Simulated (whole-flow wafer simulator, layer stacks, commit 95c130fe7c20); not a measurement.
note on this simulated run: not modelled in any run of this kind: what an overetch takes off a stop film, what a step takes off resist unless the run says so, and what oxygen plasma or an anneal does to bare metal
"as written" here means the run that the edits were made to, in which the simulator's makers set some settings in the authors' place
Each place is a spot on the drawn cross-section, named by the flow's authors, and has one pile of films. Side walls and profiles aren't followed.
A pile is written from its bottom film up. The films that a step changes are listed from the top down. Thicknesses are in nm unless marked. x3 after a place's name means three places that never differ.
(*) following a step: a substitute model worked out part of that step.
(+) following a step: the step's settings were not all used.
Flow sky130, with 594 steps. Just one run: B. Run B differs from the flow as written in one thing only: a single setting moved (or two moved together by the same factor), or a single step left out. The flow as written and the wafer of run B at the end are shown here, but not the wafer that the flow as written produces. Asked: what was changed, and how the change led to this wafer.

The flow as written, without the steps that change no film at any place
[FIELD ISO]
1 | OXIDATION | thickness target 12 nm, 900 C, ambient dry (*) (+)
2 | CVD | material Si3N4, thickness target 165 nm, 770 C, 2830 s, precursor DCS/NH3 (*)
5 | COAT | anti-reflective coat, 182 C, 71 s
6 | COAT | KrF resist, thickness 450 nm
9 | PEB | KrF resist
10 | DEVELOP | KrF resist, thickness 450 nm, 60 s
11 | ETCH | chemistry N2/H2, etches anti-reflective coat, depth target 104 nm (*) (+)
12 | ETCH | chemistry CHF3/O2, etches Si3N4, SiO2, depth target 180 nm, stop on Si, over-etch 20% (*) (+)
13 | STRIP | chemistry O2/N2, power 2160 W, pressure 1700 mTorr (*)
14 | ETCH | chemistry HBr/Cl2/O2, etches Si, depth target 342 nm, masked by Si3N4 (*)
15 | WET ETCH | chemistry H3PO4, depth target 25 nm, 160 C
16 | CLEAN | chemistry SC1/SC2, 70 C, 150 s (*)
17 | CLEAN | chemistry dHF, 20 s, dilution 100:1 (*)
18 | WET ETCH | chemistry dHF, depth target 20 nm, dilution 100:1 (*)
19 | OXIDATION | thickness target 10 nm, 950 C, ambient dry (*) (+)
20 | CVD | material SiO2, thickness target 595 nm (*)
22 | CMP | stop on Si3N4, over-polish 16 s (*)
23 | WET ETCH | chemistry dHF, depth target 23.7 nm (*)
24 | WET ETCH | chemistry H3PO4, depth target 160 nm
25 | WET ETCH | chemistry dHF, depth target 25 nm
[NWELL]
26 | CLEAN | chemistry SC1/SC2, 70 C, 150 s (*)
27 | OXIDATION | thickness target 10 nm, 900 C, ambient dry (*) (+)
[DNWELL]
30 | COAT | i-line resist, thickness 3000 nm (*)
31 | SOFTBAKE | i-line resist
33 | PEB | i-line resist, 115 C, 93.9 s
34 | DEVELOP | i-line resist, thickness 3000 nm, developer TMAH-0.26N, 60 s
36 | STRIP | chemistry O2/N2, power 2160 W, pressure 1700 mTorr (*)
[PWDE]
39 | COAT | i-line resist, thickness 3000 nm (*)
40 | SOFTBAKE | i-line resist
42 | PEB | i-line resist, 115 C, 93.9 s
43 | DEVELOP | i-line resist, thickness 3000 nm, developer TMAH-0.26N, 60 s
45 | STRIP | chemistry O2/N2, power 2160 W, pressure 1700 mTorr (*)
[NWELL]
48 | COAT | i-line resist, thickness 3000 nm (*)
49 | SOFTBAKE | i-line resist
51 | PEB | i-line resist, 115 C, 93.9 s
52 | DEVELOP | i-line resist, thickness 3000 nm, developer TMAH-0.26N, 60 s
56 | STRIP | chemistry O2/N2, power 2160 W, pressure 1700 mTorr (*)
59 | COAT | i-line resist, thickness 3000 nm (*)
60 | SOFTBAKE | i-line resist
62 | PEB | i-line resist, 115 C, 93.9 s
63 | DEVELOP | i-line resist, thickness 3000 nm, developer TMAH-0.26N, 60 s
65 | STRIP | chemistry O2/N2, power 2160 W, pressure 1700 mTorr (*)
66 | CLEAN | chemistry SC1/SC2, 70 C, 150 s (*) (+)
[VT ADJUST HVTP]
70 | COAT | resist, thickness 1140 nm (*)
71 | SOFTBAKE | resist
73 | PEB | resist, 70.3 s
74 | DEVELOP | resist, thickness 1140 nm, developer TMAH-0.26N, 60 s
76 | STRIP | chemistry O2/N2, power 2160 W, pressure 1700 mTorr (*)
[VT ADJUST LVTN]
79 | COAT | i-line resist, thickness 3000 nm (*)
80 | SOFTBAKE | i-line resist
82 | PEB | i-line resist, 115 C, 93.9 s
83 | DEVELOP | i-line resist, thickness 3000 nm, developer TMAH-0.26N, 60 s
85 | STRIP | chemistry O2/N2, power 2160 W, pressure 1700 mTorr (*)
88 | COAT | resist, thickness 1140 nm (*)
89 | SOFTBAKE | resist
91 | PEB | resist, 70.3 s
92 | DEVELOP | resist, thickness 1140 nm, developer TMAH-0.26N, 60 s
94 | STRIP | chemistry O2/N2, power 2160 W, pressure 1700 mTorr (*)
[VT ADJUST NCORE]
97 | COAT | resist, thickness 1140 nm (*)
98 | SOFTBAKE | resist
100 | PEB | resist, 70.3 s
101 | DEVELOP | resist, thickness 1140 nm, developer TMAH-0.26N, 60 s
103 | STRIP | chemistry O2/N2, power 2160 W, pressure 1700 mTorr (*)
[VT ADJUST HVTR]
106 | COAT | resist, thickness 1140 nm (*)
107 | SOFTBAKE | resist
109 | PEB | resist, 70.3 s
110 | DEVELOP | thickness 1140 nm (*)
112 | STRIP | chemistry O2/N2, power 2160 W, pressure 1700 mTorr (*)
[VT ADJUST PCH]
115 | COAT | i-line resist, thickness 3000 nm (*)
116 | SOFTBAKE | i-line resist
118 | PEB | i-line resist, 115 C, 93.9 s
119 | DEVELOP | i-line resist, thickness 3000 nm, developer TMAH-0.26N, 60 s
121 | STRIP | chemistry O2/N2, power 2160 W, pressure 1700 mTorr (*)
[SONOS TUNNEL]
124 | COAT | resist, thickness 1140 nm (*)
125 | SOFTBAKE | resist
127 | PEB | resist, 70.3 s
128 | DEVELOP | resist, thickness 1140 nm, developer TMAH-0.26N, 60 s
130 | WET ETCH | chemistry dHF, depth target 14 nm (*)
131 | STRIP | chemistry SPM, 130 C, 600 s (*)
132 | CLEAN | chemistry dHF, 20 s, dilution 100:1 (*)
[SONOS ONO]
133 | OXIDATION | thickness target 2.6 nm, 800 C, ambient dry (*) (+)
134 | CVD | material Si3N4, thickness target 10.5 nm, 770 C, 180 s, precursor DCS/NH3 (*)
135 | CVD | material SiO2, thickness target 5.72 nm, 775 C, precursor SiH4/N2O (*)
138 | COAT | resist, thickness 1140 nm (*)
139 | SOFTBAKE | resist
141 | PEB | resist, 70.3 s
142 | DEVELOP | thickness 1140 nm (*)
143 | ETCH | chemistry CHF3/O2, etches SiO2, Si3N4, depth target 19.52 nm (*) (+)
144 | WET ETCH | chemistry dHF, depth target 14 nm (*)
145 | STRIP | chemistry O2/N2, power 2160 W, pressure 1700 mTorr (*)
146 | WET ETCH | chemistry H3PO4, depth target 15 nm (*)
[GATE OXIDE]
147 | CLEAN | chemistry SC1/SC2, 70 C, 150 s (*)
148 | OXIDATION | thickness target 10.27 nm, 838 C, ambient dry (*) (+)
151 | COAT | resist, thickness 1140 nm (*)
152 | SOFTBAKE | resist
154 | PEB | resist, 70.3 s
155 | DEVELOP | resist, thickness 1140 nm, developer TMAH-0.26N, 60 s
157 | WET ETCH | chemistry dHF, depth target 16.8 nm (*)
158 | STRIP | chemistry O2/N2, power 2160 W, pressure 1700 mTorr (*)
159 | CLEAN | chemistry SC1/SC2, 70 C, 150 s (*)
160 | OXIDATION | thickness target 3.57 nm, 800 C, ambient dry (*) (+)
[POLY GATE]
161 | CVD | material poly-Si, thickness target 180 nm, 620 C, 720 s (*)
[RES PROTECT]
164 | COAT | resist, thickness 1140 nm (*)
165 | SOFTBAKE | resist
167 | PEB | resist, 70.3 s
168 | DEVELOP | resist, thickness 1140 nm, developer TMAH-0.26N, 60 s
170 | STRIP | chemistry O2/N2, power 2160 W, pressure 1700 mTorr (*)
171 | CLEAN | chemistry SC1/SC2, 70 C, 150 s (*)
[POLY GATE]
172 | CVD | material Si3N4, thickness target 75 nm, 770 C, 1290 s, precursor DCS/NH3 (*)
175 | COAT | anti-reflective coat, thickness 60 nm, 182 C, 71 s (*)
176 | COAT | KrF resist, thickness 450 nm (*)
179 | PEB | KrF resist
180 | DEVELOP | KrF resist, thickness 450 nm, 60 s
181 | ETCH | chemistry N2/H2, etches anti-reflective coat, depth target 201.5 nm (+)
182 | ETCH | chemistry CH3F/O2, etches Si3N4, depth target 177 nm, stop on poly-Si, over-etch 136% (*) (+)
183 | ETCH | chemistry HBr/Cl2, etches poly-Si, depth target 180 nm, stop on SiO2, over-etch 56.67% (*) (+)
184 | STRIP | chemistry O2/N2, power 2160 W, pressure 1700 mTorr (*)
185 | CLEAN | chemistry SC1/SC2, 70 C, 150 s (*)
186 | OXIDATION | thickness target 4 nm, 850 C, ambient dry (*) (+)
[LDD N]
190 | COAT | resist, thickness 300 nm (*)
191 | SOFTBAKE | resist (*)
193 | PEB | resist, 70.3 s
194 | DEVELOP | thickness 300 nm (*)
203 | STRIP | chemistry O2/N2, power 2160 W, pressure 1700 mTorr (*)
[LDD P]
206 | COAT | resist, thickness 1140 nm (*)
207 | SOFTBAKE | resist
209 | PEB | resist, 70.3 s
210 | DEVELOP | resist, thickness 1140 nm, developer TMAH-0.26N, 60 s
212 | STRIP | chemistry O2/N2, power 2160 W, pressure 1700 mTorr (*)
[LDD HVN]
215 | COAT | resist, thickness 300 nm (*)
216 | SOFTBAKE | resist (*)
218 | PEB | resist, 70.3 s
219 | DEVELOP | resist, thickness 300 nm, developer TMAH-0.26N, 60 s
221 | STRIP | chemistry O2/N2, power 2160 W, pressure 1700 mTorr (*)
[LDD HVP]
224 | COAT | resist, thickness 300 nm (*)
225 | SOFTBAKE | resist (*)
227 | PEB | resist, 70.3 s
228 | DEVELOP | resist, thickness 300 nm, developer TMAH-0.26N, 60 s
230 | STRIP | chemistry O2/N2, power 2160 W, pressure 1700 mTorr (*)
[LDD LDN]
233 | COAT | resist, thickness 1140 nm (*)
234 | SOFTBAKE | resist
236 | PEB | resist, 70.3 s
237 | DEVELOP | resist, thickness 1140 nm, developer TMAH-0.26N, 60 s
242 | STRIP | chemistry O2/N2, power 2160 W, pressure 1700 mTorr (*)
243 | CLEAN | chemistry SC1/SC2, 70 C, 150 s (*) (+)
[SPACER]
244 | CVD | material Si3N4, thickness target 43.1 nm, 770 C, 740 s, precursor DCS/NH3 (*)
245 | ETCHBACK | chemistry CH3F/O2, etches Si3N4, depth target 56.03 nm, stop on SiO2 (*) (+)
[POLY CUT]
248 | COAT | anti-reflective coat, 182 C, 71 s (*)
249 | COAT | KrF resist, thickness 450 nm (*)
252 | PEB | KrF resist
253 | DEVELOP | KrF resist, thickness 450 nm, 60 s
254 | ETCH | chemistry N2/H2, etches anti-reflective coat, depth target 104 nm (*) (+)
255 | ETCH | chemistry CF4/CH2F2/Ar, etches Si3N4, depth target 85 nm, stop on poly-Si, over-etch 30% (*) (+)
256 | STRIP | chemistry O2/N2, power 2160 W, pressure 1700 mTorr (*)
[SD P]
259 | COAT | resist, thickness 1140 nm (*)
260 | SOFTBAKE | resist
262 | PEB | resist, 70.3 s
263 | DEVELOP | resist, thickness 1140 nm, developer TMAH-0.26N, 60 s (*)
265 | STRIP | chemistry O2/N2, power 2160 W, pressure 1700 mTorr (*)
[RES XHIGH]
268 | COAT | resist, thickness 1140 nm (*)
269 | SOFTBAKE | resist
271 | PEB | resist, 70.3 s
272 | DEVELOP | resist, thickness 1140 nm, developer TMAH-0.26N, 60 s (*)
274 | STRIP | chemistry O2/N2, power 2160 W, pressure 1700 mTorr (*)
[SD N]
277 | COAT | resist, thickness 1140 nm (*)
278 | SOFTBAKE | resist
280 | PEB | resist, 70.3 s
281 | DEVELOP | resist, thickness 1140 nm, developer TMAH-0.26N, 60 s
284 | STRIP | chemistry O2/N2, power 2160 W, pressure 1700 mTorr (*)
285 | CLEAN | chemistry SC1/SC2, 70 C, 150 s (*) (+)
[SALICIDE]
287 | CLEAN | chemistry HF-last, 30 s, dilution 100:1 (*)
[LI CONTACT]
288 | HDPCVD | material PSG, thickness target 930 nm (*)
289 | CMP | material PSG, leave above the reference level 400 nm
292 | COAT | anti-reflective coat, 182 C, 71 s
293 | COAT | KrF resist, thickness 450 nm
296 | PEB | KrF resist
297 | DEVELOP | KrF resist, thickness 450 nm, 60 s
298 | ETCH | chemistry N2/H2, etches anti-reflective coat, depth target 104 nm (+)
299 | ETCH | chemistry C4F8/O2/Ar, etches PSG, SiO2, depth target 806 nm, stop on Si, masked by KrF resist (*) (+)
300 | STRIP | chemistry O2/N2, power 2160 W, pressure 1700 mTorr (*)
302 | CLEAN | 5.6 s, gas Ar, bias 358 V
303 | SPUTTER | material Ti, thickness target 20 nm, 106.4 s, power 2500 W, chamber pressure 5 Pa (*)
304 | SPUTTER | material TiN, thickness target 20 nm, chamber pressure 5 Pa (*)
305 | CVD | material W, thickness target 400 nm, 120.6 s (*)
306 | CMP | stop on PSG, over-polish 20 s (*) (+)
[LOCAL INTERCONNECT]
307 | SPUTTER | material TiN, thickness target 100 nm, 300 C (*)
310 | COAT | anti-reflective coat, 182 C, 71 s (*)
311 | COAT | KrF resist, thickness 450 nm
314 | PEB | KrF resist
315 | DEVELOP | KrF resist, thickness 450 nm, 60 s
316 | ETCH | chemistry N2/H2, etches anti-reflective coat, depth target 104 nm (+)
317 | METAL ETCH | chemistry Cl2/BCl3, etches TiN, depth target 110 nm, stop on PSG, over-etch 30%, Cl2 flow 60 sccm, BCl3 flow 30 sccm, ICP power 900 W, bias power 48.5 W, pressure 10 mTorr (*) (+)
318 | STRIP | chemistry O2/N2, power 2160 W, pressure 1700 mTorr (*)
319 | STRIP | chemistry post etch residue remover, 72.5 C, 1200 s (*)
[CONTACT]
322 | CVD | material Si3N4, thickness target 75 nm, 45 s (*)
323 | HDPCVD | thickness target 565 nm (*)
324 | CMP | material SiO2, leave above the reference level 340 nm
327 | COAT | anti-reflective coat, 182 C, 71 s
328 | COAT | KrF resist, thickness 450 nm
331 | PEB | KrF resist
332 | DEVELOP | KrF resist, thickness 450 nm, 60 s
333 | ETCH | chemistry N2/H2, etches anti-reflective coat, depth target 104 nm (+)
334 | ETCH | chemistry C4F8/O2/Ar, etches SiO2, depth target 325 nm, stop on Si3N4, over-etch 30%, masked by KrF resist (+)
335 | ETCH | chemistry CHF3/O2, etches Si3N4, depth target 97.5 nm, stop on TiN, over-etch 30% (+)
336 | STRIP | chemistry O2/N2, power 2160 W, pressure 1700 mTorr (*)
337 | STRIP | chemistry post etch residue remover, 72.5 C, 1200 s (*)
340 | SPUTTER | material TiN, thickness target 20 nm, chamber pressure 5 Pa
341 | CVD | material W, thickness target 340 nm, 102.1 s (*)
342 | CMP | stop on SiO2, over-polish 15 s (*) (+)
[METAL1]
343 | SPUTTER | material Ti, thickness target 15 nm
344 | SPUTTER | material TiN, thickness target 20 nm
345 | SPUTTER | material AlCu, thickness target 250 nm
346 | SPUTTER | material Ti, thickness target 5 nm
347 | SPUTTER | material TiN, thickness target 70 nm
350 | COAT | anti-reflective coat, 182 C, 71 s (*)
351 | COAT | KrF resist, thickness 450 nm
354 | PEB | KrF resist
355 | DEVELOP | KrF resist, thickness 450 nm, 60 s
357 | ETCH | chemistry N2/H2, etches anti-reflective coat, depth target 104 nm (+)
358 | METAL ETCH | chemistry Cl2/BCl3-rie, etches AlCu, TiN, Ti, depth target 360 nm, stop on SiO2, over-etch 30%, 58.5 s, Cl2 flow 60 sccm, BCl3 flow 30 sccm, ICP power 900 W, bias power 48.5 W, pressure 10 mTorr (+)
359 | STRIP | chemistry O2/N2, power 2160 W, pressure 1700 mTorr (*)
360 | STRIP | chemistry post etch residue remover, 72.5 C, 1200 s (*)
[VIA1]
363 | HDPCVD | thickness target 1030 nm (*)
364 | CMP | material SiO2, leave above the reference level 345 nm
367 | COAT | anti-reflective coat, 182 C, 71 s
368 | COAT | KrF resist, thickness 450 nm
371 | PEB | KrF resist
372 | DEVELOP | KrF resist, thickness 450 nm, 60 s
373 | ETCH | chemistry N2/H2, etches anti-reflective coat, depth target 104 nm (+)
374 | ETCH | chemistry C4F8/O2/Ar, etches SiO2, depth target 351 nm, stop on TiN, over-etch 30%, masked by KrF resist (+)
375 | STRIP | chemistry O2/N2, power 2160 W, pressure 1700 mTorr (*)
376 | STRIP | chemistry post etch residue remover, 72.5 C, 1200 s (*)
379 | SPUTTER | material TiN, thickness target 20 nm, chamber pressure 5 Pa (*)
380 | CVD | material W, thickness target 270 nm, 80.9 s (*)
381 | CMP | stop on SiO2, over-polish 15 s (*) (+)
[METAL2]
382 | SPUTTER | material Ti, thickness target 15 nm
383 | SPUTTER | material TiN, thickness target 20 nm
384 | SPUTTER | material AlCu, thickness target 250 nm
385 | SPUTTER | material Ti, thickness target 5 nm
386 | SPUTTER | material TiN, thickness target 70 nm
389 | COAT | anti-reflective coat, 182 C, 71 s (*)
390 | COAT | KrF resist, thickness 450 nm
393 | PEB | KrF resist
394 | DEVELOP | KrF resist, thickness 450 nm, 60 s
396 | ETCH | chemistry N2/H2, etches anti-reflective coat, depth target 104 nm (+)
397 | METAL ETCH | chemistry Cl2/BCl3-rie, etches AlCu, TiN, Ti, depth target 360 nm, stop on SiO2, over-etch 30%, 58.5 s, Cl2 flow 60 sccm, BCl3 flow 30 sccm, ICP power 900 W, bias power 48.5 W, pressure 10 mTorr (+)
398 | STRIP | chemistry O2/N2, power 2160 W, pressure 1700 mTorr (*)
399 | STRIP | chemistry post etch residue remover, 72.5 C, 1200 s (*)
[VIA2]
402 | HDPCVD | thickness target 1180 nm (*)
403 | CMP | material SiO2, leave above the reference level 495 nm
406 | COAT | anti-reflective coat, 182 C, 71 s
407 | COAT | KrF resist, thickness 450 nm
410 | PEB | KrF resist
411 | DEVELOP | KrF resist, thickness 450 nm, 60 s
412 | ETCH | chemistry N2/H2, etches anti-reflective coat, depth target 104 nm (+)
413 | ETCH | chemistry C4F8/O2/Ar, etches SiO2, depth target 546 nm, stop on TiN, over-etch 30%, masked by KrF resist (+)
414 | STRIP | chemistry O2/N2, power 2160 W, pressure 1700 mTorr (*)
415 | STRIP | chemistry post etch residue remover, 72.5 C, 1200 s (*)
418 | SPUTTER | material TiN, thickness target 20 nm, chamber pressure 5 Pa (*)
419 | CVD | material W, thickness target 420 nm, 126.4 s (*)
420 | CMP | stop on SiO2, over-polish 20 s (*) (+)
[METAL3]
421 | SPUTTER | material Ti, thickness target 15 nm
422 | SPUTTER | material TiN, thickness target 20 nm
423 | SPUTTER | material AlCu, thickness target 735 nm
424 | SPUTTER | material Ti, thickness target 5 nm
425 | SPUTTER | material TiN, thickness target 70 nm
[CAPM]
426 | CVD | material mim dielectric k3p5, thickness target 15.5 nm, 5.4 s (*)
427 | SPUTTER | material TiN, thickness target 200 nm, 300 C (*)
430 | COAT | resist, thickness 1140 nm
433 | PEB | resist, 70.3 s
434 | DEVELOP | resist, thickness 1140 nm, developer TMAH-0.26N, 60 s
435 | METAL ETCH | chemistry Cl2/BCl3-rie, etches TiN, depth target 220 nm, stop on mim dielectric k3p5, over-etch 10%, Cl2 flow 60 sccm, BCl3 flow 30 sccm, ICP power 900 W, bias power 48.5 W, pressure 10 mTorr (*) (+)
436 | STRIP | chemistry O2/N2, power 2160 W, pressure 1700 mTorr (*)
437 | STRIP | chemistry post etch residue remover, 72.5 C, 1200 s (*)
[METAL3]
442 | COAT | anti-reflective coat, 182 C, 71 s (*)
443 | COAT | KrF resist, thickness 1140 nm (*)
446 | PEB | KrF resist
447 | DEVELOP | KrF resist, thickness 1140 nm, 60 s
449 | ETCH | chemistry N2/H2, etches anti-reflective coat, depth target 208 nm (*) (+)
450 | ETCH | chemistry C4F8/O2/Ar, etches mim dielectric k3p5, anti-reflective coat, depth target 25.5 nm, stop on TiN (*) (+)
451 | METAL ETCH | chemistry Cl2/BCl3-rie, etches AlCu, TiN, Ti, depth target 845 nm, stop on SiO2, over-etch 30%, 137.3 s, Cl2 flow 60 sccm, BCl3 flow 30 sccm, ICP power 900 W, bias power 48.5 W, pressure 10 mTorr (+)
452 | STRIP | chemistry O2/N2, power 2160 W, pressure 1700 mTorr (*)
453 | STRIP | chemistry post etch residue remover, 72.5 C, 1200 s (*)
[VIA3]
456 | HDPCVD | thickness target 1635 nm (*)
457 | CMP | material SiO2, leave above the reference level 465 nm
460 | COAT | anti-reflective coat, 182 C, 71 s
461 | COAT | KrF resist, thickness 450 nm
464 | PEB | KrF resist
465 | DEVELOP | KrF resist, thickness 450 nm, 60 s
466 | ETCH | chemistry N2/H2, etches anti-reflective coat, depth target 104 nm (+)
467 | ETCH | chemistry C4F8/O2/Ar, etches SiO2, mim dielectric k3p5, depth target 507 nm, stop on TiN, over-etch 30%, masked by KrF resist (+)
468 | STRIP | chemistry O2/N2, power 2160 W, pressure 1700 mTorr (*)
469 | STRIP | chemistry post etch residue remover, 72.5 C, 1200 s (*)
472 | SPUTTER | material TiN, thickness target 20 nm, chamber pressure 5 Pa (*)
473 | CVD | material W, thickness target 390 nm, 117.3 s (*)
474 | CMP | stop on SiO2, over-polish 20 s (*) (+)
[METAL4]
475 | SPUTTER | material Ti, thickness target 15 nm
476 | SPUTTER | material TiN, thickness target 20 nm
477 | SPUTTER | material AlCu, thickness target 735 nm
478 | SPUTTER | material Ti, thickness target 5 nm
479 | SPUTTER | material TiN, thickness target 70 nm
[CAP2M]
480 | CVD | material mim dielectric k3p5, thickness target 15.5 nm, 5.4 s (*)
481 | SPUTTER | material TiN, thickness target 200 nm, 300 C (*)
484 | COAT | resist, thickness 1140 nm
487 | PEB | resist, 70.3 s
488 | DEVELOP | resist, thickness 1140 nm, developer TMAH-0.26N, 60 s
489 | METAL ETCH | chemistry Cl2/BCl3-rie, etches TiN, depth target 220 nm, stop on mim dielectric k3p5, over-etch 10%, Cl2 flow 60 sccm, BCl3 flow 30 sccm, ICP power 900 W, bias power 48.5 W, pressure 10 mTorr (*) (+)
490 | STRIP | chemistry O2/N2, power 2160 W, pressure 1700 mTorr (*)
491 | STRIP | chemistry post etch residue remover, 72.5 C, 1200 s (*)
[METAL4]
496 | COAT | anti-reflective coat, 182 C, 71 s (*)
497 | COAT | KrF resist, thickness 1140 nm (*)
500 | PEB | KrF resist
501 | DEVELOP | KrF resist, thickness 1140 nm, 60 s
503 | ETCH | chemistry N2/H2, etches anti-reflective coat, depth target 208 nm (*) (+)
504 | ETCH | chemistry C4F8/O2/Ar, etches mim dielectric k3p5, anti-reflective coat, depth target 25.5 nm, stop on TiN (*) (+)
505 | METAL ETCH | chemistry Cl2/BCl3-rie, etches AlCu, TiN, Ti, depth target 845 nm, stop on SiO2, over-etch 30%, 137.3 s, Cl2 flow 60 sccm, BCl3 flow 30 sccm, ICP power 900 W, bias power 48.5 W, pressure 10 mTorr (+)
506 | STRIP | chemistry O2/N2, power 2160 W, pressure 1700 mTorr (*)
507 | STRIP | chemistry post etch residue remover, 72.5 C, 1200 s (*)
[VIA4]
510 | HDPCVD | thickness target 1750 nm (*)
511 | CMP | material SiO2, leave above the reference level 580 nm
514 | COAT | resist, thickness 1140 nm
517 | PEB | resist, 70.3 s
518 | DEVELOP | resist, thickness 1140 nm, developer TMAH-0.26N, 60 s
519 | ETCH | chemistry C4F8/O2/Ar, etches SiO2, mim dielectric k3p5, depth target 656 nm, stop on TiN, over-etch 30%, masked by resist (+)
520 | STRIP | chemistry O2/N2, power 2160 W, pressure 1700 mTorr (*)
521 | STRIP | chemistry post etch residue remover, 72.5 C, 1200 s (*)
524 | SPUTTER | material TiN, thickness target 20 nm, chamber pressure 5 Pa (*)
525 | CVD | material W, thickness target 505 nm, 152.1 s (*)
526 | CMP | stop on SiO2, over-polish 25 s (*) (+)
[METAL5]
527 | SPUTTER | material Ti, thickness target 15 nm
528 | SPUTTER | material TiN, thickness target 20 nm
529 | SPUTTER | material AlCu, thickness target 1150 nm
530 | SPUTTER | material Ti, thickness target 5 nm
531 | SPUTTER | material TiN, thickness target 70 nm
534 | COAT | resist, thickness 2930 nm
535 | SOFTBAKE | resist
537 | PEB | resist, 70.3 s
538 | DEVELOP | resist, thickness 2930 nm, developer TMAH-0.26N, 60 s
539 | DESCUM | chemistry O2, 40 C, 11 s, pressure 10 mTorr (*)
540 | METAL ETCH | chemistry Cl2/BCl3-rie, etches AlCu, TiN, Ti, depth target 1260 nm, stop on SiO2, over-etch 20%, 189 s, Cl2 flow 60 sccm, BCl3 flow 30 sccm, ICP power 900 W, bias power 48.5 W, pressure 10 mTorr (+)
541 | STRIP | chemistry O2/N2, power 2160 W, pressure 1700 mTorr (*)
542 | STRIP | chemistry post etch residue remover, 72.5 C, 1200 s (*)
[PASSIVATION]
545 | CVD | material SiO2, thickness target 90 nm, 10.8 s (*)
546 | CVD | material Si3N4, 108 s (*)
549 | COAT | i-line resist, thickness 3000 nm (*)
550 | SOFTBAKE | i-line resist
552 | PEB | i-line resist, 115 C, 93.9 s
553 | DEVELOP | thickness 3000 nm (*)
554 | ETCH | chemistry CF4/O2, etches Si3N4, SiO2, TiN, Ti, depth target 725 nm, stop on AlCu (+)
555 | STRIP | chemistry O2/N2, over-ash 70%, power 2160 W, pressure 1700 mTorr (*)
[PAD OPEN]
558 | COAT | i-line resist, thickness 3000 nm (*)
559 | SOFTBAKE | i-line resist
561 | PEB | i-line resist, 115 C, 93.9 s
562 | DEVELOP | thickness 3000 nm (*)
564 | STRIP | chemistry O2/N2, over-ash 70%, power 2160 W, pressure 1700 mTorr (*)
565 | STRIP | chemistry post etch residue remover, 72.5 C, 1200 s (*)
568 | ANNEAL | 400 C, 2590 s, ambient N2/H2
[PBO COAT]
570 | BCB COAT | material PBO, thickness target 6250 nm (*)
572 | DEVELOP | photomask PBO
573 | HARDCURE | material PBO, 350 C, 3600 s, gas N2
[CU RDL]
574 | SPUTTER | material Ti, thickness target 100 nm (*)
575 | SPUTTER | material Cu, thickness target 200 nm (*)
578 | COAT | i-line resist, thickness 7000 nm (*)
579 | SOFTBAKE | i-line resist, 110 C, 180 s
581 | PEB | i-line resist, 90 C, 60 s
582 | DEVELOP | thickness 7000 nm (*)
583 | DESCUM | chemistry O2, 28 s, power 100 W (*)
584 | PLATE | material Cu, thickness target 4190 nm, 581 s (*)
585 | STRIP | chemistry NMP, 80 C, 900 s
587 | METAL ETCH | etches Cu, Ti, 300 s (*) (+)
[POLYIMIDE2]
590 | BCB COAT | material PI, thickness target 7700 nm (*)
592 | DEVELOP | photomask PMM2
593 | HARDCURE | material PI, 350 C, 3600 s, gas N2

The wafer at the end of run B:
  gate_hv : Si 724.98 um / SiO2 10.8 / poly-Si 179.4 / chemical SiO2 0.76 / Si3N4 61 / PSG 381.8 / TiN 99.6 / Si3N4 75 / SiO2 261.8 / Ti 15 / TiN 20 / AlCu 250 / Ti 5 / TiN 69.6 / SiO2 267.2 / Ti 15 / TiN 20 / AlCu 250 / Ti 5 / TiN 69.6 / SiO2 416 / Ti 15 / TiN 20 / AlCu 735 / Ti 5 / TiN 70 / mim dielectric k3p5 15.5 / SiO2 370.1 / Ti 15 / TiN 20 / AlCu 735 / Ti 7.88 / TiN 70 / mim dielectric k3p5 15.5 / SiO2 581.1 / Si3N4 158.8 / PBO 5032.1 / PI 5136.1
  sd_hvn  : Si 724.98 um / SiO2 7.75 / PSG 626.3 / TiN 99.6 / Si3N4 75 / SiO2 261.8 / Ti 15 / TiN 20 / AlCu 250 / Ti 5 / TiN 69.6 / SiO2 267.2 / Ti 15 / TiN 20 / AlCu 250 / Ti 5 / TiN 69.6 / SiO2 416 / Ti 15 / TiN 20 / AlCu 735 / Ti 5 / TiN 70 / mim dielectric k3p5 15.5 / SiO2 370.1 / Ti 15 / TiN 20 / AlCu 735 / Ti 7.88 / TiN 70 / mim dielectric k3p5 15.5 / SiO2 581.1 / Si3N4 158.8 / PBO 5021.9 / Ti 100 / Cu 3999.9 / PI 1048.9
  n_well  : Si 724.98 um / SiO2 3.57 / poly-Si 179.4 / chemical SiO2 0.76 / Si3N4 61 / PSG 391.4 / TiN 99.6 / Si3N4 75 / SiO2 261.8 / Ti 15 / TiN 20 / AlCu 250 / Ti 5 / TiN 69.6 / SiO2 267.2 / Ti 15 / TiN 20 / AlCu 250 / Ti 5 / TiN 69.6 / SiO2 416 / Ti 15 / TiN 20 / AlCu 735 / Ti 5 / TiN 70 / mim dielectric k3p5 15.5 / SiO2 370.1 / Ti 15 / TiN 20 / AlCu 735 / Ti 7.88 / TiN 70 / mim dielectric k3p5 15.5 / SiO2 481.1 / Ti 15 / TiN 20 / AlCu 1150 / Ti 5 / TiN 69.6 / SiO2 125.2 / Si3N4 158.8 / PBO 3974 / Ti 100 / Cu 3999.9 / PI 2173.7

What caused this: step 478, SPUTTER: thickness target 7.88 nm was run, whereas the flow has thickness target 5 nm.
The wafer itself shows it: gate_hv has Ti 7.88, and step 478 as written asks for 5 nm.

How this came from the change, step by step:
  478 | SPUTTER | material Ti, thickness target 5 nm
      field, active, n_well and 189 more: +7.88 Ti (new film) (in the flow as written it would be: +5 Ti (new film))
  505 | METAL ETCH | chemistry Cl2/BCl3-rie, etches AlCu, TiN, Ti, depth target 845 nm, stop on SiO2, over-etch 30%, 137.3 s, Cl2 flow 60 sccm, BCl3 flow 30 sccm, ICP power 900 W, bias power 48.5 W, pressure 10 mTorr (+)
      field, gate, spacer and 68 more: -70 TiN (all of it), -7.88 Ti (all of it), -735 AlCu (all of it), -20 TiN (all of it), -15 Ti (all of it), -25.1 SiO2 (in the flow as written it would be: -70 TiN (all of it), -5 Ti (all of it), -735 AlCu (all of it), -20 TiN (all of it), -15 Ti (all of it), -25.4 SiO2)
      active, vpp_iso1, mim_edge_plate and 14 more: -70 TiN (all of it), -7.88 Ti (all of it), -735 AlCu (all of it), -20 TiN (all of it), -15 Ti (all of it), -25.1 SiO2 (in the flow as written it would be: -70 TiN (all of it), -5 Ti (all of it), -735 AlCu (all of it), -20 TiN (all of it), -15 Ti (all of it), -25.3 SiO2)
